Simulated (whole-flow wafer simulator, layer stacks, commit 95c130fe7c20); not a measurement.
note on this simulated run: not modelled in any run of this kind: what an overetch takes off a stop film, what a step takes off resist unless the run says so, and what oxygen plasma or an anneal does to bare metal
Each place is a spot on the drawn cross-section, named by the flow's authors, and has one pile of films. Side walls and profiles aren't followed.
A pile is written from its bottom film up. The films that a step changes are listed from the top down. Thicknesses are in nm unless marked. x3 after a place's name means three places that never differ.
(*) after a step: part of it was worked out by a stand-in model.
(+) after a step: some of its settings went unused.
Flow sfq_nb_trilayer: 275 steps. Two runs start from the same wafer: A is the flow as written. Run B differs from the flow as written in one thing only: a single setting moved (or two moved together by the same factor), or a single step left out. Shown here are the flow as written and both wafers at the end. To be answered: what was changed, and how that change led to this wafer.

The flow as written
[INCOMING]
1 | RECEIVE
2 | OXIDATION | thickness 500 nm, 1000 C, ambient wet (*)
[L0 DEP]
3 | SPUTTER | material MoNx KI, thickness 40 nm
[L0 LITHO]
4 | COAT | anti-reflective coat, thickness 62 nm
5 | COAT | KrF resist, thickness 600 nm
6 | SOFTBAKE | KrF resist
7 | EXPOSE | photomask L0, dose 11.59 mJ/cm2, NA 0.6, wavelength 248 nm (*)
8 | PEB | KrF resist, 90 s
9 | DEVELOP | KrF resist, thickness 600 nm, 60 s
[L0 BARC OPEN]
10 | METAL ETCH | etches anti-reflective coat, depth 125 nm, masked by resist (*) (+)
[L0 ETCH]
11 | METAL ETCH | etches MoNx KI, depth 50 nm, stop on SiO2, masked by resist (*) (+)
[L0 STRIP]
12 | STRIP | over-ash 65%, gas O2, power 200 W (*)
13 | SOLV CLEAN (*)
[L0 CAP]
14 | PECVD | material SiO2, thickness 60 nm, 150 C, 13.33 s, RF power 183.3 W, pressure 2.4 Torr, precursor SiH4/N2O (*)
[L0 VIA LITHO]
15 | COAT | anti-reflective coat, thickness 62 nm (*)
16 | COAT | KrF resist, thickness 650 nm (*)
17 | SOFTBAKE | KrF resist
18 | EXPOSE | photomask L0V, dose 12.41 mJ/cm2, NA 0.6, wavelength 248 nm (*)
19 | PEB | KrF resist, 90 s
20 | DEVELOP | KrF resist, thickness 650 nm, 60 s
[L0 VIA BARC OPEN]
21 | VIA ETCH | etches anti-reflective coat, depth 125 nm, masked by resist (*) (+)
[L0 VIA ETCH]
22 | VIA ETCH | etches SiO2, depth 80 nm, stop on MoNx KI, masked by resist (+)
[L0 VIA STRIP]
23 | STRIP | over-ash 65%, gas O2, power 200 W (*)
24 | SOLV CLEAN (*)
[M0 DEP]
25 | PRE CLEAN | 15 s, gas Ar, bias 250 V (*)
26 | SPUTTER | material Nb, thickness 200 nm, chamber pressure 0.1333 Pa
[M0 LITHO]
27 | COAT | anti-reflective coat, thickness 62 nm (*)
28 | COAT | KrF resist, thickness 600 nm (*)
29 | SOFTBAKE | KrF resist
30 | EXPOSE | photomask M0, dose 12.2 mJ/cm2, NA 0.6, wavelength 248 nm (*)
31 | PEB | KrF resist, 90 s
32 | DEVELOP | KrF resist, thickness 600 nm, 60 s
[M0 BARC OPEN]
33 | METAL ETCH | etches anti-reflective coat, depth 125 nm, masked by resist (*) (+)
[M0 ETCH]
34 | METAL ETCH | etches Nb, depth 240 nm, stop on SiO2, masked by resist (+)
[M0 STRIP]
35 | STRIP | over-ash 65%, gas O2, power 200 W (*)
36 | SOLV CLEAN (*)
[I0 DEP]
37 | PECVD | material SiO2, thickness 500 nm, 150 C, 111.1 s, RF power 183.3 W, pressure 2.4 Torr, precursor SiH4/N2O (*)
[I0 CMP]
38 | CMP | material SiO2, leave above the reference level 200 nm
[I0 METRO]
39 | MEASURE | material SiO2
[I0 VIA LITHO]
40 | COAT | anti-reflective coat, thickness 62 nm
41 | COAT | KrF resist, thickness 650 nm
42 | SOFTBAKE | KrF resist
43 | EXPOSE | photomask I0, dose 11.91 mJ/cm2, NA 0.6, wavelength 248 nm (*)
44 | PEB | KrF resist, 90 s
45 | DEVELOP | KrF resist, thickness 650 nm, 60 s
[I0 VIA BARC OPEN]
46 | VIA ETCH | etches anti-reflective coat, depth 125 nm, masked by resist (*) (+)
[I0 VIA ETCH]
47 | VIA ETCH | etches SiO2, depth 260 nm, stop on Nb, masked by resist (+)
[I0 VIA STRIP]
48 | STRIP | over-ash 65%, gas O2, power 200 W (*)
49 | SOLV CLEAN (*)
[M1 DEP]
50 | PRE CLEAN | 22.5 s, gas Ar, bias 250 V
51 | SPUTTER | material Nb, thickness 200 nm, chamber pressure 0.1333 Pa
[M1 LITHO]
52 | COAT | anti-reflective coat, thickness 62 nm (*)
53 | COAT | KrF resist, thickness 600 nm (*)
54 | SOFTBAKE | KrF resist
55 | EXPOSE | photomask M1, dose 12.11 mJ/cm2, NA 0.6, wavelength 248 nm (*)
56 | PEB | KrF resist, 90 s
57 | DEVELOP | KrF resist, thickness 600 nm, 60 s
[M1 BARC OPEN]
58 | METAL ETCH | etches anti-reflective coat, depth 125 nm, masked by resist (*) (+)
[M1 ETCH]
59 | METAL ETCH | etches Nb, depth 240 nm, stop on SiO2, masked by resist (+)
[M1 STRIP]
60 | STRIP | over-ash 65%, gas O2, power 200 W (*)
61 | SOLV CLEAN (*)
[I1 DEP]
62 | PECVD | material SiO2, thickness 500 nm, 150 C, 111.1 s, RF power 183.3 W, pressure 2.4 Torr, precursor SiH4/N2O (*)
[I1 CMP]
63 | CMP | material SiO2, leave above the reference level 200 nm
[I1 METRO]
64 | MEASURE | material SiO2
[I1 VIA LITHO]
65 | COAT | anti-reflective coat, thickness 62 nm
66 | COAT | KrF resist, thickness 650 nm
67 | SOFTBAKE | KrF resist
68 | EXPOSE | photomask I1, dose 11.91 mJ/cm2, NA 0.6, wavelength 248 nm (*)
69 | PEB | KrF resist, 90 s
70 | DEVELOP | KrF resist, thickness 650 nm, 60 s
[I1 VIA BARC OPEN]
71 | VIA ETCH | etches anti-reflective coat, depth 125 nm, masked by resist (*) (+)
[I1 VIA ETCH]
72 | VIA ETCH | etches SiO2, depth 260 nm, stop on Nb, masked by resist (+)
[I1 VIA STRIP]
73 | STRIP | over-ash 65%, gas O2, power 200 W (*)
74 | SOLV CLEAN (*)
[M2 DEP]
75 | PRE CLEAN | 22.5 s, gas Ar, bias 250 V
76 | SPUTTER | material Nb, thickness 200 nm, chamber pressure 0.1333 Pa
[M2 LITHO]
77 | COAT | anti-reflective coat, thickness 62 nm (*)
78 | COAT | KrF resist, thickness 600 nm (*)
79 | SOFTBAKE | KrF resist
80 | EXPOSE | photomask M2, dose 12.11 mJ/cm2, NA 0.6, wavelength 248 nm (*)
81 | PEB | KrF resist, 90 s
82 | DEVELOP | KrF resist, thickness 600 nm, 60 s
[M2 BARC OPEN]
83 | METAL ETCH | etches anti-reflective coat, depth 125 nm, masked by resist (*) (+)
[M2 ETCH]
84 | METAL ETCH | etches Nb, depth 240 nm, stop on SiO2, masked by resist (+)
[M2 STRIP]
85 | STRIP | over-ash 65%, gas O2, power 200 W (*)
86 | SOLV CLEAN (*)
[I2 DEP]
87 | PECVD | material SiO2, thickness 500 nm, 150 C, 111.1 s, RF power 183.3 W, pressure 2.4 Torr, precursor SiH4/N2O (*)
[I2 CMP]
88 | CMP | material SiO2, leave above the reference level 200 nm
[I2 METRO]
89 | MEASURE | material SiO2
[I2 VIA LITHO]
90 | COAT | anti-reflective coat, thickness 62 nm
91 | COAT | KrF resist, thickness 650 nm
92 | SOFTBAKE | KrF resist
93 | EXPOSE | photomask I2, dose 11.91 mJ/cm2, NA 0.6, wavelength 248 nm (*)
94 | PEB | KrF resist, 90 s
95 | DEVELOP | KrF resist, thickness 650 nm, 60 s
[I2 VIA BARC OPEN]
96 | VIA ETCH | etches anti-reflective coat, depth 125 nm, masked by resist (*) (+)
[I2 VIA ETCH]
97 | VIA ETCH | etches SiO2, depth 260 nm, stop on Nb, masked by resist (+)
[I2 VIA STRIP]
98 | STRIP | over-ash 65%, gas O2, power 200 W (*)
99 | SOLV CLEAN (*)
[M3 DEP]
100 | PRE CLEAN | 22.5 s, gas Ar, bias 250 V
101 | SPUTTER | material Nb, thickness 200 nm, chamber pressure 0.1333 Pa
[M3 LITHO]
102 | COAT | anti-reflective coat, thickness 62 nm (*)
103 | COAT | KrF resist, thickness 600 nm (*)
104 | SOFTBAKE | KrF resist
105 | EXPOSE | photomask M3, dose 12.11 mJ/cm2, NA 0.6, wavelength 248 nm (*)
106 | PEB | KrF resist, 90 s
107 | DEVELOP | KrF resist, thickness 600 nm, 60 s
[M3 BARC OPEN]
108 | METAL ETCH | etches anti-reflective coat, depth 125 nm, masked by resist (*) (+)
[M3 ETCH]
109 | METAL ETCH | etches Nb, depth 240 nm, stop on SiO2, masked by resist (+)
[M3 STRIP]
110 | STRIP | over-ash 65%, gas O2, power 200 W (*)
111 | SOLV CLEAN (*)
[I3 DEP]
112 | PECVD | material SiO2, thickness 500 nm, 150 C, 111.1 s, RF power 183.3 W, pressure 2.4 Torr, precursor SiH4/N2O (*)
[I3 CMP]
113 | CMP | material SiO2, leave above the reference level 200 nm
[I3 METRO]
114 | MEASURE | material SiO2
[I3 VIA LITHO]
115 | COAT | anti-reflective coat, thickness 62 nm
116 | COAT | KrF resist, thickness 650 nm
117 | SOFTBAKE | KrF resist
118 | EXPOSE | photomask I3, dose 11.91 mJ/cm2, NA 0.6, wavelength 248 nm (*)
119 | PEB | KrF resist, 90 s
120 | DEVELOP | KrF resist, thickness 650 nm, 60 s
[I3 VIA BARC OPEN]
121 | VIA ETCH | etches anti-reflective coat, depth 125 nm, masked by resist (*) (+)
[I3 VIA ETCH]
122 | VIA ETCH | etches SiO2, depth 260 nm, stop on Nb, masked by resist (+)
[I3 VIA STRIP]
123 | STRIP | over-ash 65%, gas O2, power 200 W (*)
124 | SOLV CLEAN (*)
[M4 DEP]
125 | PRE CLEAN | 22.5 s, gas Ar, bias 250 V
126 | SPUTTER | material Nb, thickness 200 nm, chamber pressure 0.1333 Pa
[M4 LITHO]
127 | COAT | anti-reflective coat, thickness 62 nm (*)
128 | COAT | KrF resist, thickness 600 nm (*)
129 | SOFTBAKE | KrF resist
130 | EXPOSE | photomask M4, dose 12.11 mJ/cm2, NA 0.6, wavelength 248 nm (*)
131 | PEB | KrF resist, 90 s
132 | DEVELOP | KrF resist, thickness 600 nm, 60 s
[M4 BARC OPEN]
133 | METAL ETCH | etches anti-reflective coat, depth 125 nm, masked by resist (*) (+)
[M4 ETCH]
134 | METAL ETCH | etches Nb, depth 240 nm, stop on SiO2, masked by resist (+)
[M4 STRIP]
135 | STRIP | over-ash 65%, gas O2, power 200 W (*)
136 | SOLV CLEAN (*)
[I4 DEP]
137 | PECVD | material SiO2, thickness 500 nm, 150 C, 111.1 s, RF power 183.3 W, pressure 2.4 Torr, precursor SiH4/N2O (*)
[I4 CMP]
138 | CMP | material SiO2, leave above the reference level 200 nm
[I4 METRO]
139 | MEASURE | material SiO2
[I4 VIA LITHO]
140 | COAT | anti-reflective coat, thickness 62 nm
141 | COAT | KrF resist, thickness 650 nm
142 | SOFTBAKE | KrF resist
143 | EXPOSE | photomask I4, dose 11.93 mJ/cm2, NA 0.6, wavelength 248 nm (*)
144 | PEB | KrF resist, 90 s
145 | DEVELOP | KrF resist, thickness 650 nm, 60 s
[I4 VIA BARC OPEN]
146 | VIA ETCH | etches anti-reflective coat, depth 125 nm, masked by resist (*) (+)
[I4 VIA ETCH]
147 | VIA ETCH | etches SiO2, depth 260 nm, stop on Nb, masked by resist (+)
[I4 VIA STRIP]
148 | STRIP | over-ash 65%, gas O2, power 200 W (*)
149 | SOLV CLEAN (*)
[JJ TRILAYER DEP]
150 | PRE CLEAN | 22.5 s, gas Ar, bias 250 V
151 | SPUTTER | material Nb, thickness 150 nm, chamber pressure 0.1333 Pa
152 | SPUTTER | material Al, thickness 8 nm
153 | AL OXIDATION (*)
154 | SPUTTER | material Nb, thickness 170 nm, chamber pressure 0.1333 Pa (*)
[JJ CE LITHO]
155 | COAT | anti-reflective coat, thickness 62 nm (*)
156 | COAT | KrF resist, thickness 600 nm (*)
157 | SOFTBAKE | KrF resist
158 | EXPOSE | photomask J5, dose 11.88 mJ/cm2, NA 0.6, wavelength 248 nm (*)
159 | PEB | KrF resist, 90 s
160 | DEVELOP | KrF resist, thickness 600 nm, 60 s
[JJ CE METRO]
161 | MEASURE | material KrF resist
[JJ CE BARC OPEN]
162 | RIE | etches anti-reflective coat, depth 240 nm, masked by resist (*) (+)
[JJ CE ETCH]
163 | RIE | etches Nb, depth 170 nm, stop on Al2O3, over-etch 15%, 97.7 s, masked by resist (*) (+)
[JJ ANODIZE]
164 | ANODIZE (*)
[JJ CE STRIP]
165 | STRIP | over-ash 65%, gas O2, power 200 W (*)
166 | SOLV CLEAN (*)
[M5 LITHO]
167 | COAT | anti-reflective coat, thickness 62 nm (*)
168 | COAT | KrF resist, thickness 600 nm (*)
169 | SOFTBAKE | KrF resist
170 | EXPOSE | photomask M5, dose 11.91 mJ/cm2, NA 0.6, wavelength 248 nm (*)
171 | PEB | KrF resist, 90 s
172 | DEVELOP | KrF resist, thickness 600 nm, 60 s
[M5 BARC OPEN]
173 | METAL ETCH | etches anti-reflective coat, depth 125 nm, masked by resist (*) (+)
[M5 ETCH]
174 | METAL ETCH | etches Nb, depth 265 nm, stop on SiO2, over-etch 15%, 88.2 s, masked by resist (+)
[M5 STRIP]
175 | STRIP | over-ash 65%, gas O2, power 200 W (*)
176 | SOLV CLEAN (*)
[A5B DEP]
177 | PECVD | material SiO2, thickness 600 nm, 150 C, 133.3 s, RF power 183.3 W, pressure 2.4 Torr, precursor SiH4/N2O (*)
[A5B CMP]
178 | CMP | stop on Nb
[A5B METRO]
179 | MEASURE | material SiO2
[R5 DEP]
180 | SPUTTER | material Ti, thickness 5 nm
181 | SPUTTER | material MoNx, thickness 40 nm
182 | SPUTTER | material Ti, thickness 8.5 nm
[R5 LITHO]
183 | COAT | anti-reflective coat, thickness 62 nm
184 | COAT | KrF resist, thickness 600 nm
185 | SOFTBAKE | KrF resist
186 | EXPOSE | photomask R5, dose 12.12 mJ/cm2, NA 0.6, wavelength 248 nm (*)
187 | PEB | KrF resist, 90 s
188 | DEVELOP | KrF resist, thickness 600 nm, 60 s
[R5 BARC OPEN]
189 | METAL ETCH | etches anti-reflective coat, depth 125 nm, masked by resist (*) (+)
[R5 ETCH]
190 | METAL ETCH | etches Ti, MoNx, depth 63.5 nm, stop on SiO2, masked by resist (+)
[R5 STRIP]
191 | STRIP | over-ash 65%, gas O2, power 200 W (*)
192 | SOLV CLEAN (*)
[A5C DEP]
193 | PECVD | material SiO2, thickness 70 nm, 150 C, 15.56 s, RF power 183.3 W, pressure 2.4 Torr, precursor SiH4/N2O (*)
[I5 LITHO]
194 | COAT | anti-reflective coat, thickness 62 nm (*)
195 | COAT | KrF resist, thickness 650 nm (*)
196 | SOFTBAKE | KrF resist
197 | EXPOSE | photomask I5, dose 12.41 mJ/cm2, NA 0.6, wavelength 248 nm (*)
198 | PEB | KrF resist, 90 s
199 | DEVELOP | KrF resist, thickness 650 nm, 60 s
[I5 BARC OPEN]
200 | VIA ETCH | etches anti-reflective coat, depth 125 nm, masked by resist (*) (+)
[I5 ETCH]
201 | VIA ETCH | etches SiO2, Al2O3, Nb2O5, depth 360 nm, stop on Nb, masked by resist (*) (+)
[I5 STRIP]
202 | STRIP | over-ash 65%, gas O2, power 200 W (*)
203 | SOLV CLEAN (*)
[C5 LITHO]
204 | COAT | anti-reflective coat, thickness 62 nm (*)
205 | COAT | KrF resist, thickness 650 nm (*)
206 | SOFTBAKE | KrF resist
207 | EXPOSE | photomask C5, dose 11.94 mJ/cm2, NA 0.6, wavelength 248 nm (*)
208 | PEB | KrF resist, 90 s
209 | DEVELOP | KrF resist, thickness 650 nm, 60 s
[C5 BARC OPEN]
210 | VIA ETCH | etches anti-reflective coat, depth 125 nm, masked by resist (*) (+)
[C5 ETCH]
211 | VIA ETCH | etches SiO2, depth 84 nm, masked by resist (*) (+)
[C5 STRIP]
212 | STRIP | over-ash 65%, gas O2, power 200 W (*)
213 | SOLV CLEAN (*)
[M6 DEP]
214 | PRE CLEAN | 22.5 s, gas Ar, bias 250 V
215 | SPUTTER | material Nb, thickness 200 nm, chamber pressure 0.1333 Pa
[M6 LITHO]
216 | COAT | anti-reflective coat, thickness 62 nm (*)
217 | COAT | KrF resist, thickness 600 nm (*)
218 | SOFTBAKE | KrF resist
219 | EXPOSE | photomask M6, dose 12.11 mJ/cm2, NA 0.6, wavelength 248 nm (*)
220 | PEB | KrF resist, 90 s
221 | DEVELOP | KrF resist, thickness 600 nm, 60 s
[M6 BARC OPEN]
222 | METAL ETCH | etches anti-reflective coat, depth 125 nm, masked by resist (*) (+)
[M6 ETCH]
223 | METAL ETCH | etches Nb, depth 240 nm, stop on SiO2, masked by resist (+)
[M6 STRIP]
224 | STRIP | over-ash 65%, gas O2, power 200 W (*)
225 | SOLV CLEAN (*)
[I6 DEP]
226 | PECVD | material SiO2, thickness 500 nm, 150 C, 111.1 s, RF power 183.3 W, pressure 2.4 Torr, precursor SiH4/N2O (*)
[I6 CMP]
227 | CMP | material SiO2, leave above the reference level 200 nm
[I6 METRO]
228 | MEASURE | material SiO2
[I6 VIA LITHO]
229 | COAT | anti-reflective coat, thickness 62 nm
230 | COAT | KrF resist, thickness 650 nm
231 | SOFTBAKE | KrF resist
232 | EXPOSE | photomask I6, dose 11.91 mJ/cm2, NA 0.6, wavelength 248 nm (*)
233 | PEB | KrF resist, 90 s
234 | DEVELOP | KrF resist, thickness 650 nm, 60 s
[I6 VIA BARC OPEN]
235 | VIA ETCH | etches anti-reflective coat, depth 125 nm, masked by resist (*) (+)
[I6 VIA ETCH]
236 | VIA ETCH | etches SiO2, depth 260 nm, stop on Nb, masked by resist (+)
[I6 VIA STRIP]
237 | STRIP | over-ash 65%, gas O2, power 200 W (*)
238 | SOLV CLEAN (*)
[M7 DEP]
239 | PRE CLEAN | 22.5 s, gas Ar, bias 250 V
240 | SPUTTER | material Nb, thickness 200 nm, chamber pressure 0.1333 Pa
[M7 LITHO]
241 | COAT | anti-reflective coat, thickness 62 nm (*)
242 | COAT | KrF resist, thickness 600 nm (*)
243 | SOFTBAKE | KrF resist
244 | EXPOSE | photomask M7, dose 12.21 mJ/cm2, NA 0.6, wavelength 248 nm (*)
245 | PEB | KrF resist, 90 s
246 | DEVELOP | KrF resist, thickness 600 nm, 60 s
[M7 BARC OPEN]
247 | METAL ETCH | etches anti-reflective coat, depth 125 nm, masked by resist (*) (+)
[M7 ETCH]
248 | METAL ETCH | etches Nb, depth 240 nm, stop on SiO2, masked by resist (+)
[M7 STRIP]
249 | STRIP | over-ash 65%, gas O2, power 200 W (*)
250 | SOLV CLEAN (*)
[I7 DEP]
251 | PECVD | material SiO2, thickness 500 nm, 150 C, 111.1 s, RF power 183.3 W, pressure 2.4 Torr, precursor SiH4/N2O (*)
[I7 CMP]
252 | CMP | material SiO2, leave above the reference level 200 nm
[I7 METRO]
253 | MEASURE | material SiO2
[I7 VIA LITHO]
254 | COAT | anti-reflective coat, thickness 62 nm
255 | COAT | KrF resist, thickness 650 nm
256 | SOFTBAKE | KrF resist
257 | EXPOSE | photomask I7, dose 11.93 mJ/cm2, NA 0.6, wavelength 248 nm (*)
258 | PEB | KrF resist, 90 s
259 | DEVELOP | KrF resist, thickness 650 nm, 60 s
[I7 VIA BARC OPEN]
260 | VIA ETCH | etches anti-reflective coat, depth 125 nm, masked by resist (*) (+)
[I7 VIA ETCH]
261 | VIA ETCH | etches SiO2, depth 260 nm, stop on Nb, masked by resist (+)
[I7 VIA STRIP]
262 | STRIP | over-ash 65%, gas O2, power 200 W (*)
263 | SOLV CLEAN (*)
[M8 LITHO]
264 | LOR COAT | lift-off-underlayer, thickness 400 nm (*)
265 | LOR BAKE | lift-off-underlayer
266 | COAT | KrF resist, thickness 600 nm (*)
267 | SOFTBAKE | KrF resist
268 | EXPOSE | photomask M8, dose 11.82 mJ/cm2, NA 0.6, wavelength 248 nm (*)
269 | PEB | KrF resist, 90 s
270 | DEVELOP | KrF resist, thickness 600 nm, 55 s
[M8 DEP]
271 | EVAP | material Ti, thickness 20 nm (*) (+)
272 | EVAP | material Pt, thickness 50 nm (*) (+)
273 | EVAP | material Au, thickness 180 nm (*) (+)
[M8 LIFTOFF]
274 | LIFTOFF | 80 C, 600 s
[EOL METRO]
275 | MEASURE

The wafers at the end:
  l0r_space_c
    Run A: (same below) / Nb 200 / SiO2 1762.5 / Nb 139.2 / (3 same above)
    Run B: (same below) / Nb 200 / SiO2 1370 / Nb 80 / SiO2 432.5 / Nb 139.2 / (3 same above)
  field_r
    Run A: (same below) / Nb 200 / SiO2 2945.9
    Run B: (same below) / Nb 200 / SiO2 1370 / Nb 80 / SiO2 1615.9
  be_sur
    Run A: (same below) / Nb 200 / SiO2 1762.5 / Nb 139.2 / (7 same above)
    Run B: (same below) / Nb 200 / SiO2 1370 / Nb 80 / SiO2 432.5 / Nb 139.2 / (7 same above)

The reason: step 126, SPUTTER: thickness 320 nm was run, whereas the flow has thickness 200 nm.

How this came from the change, step by step:
  126 | SPUTTER | material Nb, thickness 200 nm, chamber pressure 0.1333 Pa
      field_l, v_sur, via_wl and 102 more: A +200 Nb (new film) | B +320 Nb (new film)
      via_v: A +165.5 Nb | B +266.8 Nb
  127 | COAT | anti-reflective coat, thickness 62 nm (*)
      via_v: A +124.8 anti-reflective coat (new film) | B +128.3 anti-reflective coat (new film)
  134 | METAL ETCH | etches Nb, depth 240 nm, stop on SiO2, masked by resist (+)
      field_l, be, be_sur and 64 more: A -200 Nb (all of it) | B -240 Nb
  135 | STRIP | over-ash 65%, gas O2, power 200 W (*)
      via_v: A -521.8 KrF resist (all of it), -124.8 anti-reflective coat (all of it) | B -534.5 KrF resist (all of it), -128.3 anti-reflective coat (all of it)
  137 | PECVD | material SiO2, thickness 500 nm, 150 C, 111.1 s, RF power 183.3 W, pressure 2.4 Torr, precursor SiH4/N2O (*)
      field_l, be, be_sur and 55 more: A +500 SiO2 | B +500 SiO2 (new film)
      p3_s0 x6: A +557.1 SiO2 | B +597.1 SiO2 (new film)
      (and at 3 other places as well)
  138 | CMP | material SiO2, leave above the reference level 200 nm
      field_l, be, be_sur and 55 more: A -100 SiO2 | B -60 SiO2
      lsp_r, l0_sur, l0v: A -91.9 SiO2 | B -50.3 SiO2
      (and at 1 other place as well)
If metal films that touch count as one body, l0r_space_c has 3 bodies (between them, from the top down: SiO2 432.5; SiO2 1370); the flow as written gives 2 bodies (between them, from the top down: SiO2 1762.5).
If metal films that touch count as one body, field_r has 2 bodies (between them, from the top down: SiO2 1370); the flow as written gives 1 body.
If metal films that touch count as one body, be_sur has 5 bodies (between them, from the top down: SiO2 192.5; SiO2 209 / Al2O3 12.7 / Nb2O5 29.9; SiO2 432.5; SiO2 1370); the flow as written gives 4 bodies (between them, from the top down: SiO2 192.5; SiO2 209 / Al2O3 12.7 / Nb2O5 29.9; SiO2 1762.5).
